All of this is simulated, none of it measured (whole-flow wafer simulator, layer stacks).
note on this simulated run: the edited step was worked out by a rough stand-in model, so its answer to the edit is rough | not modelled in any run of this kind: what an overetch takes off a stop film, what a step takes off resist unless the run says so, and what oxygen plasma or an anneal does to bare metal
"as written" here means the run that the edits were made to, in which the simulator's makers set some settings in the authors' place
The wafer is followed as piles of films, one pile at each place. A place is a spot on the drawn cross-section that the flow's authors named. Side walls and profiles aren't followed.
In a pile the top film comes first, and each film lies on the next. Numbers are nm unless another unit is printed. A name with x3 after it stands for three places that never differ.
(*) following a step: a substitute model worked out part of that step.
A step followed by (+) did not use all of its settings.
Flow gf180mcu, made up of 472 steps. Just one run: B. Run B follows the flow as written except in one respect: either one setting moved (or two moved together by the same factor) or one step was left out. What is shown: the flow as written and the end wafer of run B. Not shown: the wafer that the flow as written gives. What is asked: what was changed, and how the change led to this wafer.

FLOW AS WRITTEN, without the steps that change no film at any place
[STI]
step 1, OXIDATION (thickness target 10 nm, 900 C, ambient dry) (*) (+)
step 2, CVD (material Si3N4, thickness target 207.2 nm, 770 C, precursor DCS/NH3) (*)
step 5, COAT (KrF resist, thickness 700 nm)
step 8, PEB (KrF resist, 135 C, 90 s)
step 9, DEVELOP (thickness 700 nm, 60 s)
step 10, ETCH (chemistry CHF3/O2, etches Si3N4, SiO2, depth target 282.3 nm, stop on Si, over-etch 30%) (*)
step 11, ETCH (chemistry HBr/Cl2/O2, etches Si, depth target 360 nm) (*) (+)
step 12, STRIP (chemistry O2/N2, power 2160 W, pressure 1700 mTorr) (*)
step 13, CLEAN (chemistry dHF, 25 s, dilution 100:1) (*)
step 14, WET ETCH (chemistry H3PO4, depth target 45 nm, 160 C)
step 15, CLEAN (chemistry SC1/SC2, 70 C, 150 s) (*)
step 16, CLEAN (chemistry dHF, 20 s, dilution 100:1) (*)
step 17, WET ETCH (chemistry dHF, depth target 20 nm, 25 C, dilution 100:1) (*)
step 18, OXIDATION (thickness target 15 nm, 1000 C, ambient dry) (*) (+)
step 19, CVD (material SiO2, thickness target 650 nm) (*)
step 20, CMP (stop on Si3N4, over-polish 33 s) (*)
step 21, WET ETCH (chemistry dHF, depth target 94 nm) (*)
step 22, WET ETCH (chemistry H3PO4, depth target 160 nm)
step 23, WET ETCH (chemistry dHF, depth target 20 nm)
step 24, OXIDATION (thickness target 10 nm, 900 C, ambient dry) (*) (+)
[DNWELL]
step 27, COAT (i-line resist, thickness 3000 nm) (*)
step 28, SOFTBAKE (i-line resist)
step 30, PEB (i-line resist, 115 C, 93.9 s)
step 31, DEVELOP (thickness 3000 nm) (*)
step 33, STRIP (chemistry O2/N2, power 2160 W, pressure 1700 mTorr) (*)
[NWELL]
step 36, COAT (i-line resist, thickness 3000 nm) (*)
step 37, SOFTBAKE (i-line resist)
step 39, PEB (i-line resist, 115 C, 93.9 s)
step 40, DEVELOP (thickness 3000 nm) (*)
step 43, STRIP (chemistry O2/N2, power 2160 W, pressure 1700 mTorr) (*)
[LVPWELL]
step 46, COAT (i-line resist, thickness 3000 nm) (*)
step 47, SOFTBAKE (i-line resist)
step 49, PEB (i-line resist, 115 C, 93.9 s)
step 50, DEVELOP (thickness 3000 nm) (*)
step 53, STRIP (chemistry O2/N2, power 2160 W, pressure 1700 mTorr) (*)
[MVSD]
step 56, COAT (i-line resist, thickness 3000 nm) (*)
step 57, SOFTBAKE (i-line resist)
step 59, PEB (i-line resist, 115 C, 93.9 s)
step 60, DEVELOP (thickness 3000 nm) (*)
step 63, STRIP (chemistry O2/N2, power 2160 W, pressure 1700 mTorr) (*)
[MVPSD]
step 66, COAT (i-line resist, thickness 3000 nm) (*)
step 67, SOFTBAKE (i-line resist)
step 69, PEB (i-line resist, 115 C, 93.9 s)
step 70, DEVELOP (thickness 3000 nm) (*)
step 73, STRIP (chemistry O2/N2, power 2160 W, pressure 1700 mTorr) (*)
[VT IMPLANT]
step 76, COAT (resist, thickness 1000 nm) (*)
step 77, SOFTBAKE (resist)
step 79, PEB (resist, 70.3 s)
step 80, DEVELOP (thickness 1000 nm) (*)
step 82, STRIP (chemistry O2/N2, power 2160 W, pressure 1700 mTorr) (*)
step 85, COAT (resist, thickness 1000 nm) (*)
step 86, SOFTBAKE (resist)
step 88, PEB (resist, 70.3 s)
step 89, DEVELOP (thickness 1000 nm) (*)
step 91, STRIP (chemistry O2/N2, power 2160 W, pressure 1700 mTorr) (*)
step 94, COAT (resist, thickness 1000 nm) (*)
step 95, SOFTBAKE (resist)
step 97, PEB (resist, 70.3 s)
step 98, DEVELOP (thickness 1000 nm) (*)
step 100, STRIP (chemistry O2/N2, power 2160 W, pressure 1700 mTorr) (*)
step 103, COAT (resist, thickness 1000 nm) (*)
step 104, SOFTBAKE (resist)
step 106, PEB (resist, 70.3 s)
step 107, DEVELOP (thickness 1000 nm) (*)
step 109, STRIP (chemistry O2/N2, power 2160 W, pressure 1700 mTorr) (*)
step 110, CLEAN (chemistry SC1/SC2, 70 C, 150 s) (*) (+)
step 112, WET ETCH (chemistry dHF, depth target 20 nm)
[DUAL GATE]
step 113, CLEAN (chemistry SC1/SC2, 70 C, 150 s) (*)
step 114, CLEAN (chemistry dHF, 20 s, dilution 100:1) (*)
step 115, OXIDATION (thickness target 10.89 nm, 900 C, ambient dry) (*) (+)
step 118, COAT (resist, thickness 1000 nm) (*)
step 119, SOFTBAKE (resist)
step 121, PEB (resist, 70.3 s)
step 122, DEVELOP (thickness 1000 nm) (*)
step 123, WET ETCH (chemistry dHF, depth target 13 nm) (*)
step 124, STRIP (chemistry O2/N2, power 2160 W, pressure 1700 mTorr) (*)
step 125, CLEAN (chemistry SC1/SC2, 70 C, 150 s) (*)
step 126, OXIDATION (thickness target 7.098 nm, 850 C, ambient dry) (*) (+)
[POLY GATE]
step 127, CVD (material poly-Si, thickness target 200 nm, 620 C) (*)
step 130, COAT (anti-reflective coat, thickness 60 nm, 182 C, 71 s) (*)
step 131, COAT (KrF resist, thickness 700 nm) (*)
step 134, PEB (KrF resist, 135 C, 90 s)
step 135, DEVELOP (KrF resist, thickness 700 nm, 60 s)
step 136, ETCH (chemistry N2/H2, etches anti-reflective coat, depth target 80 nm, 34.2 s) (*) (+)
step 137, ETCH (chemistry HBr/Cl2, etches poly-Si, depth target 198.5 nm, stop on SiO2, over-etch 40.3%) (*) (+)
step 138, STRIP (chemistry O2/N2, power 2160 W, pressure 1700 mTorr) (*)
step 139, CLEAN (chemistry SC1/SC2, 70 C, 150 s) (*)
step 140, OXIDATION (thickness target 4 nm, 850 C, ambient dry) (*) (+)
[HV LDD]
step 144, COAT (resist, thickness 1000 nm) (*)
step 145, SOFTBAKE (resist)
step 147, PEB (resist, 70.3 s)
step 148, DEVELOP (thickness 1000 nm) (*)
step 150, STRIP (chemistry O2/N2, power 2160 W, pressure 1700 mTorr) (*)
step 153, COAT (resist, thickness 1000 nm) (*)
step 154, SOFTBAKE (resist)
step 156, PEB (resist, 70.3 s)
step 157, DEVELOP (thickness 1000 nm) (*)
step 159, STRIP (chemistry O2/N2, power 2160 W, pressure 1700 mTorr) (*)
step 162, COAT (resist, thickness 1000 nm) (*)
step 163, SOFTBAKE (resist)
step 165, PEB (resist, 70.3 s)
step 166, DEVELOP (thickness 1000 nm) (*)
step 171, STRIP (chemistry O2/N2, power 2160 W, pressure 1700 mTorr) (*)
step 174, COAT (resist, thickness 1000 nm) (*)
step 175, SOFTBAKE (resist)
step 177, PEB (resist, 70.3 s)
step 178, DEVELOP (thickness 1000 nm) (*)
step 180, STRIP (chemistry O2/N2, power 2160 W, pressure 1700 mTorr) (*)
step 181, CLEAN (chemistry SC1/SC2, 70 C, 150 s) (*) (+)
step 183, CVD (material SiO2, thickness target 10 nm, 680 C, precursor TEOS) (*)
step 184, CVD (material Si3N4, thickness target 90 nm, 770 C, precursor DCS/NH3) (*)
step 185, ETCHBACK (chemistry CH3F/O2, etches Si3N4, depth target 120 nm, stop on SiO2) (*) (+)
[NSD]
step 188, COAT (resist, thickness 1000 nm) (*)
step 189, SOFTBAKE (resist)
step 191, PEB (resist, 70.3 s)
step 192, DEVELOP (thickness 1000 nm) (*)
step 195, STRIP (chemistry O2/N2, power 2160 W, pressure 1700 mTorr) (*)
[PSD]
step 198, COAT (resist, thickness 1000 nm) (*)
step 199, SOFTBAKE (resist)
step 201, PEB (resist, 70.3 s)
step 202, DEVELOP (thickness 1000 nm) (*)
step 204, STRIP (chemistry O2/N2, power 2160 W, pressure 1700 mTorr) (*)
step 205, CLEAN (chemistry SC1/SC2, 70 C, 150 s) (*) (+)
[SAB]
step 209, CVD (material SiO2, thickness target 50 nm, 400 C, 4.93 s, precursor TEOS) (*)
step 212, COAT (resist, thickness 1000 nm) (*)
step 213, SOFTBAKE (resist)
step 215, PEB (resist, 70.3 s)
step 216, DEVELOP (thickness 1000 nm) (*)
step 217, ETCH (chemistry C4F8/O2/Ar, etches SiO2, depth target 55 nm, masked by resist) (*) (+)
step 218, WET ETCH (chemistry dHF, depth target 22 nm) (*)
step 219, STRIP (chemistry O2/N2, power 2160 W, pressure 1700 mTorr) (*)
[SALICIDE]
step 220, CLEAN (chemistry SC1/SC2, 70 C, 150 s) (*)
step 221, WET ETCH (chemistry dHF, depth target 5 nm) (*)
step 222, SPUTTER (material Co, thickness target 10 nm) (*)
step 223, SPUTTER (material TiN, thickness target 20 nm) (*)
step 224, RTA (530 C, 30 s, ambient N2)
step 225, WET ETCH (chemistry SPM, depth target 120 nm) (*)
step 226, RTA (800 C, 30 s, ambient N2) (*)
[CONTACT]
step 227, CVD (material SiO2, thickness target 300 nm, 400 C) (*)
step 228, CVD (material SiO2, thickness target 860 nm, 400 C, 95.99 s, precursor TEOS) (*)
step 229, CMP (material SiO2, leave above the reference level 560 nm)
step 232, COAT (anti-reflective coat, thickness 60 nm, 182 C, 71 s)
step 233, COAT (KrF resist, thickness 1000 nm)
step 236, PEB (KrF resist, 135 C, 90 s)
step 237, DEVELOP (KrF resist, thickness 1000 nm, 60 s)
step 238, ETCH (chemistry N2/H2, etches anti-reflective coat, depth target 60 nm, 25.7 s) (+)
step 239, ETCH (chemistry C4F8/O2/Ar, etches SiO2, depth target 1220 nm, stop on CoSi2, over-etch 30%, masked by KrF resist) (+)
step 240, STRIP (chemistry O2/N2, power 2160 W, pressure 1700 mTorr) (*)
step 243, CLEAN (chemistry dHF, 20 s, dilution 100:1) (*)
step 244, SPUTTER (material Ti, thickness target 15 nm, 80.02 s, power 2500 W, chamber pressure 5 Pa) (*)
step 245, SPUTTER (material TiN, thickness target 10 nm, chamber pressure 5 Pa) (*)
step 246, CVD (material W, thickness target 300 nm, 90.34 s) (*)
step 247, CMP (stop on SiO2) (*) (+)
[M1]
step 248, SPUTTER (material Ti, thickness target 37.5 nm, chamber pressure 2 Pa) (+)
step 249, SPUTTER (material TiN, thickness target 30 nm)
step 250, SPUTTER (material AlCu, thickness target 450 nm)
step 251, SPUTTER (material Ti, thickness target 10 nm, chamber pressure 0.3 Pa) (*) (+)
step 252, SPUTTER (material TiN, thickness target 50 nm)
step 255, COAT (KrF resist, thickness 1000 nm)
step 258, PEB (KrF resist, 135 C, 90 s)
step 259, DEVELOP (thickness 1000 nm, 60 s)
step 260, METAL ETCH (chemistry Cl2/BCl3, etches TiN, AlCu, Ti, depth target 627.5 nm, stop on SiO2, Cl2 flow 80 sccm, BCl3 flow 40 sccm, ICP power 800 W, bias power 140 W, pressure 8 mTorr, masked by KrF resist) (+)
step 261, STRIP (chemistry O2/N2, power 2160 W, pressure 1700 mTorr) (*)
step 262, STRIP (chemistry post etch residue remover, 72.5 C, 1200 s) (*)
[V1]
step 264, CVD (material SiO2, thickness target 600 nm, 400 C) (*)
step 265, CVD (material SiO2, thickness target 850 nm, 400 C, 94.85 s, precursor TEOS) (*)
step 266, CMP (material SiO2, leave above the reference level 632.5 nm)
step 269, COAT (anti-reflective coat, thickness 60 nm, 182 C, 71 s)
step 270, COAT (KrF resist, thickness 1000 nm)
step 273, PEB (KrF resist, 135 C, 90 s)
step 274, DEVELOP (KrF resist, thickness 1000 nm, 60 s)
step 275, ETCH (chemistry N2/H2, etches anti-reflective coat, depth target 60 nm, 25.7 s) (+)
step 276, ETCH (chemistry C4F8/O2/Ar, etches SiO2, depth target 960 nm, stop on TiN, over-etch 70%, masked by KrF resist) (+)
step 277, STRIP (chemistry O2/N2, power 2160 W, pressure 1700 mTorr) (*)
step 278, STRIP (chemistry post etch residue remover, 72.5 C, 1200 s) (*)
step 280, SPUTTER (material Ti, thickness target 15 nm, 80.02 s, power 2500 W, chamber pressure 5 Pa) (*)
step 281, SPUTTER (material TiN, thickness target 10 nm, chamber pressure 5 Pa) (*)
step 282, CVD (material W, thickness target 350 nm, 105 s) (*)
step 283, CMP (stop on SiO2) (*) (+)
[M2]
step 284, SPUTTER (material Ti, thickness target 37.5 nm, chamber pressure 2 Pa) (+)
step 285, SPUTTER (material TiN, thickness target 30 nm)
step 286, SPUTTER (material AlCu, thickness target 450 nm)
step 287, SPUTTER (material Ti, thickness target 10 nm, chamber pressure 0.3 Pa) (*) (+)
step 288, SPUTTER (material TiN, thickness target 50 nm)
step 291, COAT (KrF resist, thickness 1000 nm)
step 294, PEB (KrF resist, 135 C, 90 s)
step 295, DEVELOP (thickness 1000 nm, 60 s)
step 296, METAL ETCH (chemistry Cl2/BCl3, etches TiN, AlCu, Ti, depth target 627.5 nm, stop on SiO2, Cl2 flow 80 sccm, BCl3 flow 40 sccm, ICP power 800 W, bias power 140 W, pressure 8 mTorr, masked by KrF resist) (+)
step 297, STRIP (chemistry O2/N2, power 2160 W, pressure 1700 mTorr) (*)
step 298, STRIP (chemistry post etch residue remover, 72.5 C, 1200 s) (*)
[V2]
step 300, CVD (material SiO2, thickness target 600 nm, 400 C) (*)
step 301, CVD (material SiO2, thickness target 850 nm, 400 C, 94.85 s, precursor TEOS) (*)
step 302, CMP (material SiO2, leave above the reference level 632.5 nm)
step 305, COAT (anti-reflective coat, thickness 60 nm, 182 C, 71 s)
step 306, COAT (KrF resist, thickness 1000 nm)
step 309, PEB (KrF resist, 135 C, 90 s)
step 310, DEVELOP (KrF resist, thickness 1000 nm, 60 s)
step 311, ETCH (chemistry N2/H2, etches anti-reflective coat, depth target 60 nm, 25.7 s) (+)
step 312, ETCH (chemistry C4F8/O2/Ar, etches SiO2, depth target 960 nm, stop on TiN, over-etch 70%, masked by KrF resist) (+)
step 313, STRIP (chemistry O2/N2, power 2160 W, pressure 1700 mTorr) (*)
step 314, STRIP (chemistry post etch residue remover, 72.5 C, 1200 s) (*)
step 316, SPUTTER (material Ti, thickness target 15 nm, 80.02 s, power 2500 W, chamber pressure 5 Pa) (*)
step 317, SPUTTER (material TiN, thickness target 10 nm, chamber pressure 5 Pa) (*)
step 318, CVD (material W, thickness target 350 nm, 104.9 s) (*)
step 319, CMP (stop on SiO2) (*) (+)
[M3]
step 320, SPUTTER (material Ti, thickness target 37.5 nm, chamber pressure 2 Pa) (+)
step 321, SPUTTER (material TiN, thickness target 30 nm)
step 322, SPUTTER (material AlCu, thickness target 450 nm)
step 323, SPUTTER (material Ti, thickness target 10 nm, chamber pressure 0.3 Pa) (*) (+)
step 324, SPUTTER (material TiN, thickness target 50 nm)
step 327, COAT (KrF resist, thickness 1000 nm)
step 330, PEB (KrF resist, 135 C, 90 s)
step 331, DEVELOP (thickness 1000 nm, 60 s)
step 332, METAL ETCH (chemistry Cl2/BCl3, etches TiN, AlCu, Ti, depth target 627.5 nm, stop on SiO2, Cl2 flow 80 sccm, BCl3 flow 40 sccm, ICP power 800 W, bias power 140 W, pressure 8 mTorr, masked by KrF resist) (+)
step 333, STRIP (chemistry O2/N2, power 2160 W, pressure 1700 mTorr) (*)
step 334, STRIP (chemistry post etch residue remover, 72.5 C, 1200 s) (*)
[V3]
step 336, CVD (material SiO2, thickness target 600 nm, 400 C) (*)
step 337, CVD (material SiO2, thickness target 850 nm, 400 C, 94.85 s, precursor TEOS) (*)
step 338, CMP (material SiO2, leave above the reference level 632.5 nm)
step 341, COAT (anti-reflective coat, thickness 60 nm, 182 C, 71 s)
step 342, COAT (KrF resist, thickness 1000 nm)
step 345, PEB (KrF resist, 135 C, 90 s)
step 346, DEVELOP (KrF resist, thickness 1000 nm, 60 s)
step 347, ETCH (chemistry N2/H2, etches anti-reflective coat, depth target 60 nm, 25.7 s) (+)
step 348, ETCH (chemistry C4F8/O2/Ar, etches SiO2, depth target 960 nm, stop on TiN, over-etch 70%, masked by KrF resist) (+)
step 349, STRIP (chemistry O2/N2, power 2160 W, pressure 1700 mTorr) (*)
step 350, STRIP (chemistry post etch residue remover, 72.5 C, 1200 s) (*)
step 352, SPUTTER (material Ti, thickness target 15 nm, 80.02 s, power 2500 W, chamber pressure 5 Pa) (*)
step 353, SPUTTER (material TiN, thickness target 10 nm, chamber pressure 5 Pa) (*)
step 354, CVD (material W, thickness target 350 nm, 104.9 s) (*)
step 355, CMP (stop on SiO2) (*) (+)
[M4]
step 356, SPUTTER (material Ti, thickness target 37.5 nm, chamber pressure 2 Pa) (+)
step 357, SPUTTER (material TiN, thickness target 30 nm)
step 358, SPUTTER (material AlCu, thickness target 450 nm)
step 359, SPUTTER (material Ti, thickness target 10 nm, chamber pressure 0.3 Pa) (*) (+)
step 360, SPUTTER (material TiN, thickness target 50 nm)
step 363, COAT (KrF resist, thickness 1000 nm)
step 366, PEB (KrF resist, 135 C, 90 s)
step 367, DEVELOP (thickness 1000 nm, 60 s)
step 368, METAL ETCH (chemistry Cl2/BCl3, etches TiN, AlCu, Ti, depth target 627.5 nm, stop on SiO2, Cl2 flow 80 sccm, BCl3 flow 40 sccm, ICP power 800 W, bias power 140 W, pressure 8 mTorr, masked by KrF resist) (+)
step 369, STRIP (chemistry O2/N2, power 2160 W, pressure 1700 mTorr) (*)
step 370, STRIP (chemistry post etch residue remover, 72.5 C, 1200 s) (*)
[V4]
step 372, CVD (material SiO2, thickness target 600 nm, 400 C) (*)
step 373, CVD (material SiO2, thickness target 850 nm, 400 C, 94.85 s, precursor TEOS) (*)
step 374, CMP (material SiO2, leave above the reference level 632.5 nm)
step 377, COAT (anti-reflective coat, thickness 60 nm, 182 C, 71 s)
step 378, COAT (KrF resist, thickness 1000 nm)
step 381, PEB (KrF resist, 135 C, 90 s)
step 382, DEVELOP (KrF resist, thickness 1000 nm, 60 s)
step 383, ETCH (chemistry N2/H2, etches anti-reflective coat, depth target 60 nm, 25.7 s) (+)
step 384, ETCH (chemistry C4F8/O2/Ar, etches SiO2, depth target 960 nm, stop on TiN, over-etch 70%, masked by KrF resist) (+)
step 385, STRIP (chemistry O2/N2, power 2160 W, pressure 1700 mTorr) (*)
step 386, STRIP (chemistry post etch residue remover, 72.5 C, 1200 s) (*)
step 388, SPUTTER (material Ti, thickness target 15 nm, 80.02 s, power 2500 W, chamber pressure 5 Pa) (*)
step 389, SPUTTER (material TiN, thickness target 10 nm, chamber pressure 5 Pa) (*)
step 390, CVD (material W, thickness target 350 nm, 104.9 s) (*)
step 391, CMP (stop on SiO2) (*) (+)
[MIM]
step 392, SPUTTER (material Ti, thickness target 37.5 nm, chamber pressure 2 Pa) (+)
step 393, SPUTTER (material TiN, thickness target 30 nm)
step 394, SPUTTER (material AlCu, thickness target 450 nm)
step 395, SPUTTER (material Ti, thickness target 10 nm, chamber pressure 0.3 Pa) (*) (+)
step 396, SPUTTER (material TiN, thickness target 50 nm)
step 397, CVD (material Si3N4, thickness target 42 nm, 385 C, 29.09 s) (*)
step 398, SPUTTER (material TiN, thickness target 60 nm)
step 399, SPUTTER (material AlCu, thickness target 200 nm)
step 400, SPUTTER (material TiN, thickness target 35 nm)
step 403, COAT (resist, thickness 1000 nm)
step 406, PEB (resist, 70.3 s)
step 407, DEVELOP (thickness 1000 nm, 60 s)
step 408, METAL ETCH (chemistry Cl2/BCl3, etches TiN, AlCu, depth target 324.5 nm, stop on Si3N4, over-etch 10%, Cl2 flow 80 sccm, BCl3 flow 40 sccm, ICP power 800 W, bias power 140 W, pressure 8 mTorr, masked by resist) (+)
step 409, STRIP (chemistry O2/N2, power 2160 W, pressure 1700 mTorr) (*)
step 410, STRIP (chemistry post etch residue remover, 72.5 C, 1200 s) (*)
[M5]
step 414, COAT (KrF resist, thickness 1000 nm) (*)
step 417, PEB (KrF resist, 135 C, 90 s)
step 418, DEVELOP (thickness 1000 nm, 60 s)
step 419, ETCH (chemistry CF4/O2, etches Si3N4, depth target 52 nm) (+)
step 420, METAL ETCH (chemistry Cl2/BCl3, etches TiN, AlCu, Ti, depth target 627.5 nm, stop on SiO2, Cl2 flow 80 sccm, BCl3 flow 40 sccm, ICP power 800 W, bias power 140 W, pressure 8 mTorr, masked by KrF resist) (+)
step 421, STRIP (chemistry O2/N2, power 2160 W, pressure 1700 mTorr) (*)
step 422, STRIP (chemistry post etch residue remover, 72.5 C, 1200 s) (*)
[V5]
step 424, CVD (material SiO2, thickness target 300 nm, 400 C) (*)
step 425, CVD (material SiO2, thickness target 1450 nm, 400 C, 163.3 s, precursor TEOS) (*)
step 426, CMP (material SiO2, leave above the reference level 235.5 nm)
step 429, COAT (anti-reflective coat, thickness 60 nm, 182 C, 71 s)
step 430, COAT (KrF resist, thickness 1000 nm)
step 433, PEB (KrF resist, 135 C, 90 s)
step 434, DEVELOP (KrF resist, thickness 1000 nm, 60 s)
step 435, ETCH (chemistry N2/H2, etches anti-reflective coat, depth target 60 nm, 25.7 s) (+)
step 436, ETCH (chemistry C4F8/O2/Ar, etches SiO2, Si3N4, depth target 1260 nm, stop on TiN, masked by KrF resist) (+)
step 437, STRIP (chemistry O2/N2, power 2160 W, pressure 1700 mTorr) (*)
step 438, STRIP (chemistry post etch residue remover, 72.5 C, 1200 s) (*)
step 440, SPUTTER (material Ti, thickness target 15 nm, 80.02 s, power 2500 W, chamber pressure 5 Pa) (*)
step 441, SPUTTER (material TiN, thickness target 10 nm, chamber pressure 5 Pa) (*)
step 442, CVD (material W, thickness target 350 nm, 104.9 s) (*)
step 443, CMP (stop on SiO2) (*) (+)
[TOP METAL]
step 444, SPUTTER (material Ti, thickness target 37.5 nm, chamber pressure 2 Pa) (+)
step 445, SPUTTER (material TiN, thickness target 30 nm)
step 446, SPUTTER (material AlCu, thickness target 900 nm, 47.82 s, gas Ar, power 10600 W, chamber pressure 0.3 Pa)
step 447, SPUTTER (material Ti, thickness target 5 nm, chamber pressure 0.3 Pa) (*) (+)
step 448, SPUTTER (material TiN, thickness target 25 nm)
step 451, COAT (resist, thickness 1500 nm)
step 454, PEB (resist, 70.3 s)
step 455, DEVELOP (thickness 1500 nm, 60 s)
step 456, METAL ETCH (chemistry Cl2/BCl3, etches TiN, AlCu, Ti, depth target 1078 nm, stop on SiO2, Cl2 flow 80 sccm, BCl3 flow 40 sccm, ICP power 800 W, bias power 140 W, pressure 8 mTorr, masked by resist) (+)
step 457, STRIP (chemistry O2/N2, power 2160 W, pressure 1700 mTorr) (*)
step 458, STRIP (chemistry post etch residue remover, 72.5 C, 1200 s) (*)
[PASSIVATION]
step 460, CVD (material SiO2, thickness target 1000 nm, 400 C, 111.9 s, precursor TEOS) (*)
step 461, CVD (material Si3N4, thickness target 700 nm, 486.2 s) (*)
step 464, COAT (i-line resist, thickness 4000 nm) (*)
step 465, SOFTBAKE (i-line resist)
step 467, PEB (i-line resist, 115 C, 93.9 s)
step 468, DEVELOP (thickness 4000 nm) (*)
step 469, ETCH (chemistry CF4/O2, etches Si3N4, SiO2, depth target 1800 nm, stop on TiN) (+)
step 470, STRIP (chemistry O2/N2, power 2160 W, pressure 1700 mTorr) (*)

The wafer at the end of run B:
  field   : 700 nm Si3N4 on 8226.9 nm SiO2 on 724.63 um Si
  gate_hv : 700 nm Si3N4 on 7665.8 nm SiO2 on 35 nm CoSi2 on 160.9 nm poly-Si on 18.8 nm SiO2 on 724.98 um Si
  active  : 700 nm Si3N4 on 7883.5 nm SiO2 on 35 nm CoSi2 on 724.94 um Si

What caused this: step 115, OXIDATION: thickness target 15.89 nm was run, while the flow as written has thickness target 10.89 nm.

The path from the change to this, step by step:
  step 115, OXIDATION (thickness target 10.89 nm, 900 C, ambient dry) (*) (+)
      active, n_well, p_well and 40 more: +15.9 SiO2 (new film), -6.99 Si (in the flow as written it would be: +10.9 SiO2 (new film), -4.79 Si)
      sti, mim_1p0, pad and 19 more: +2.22 SiO2, -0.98 Si (in the flow as written it would be: +1.22 SiO2, -0.54 Si)
      (as well as at 27 more places)
  step 123, WET ETCH (chemistry dHF, depth target 13 nm) (*)
      active, n_well, p_well and 12 more: -13 SiO2 (in the flow as written it would be: -10.9 SiO2 (all of it))
  step 124, STRIP (chemistry O2/N2, power 2160 W, pressure 1700 mTorr) (*)
      active, n_well, p_well and 12 more: nothing (in the flow as written it would be: +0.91 chemical SiO2 (new film), -0.4 Si)
  step 126, OXIDATION (thickness target 7.098 nm, 850 C, ambient dry) (*) (+)
      active, n_well, p_well and 12 more: +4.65 SiO2, -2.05 Si (in the flow as written it would be: +7.1 SiO2 (new film), -0.76 chemical SiO2 (all of it), -2.79 Si)
  step 130, COAT (anti-reflective coat, thickness 60 nm, 182 C, 71 s) (*)
      p_well, spacer, sd_n: +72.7 anti-reflective coat (new film) (in the flow as written it would be: +70.9 anti-reflective coat (new film))
      ld_fp_p, ld_drift_p: +48.9 anti-reflective coat (new film) (in the flow as written it would be: +47.8 anti-reflective coat (new film))
      (as well as at 5 more places)
  step 136, ETCH (chemistry N2/H2, etches anti-reflective coat, depth target 80 nm, 34.2 s) (*) (+)
      p_well, spacer, sd_n: -72.7 anti-reflective coat (all of it), -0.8 poly-Si (in the flow as written it would be: -70.9 anti-reflective coat (all of it), -0.85 poly-Si)
      ldn_dft, ldp_dft: -49.8 anti-reflective coat (all of it), -1.39 poly-Si (in the flow as written it would be: -48.7 anti-reflective coat (all of it), -1.42 poly-Si)
      (as well as at 2 more places)
  step 138, STRIP (chemistry O2/N2, power 2160 W, pressure 1700 mTorr) (*)
      ld_fp_p: +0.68 chemical SiO2 (new film), -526 KrF resist (all of it), -48.9 anti-reflective coat (all of it), -0.3 poly-Si (in the flow as written it would be: +0.68 chemical SiO2 (new film), -526.2 KrF resist (all of it), -47.8 anti-reflective coat (all of it), -0.3 poly-Si)
      ldn_fp: +0.68 chemical SiO2 (new film), -530 KrF resist (all of it), -49.6 anti-reflective coat (all of it), -0.3 poly-Si (in the flow as written it would be: +0.68 chemical SiO2 (new film), -530.2 KrF resist (all of it), -48.5 anti-reflective coat (all of it), -0.3 poly-Si)
      (as well as at 1 more place)
  step 189, SOFTBAKE (resist)
      field__w9: -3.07 resist (in the flow as written it would be: +6.92 resist)
      active_nat: +9.32 resist (in the flow as written it would be: +5.49 resist)
  step 199, SOFTBAKE (resist)
      field__w9: -3.07 resist (in the flow as written it would be: +6.92 resist)
      active_nat: +9.32 resist (in the flow as written it would be: +5.49 resist)
  step 218, WET ETCH (chemistry dHF, depth target 22 nm) (*)
      ldn_tap, ldn_src, ldn_drn, ldp_tap, ldp_src, ldp_drn, ldp_gr: -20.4 SiO2 (all of it) (in the flow as written it would be: -16 SiO2 (all of it))
      ld_drn_n, ld_sd_p: -19.2 SiO2 (all of it) (in the flow as written it would be: -14.8 SiO2 (all of it))
      (as well as at 5 more places)
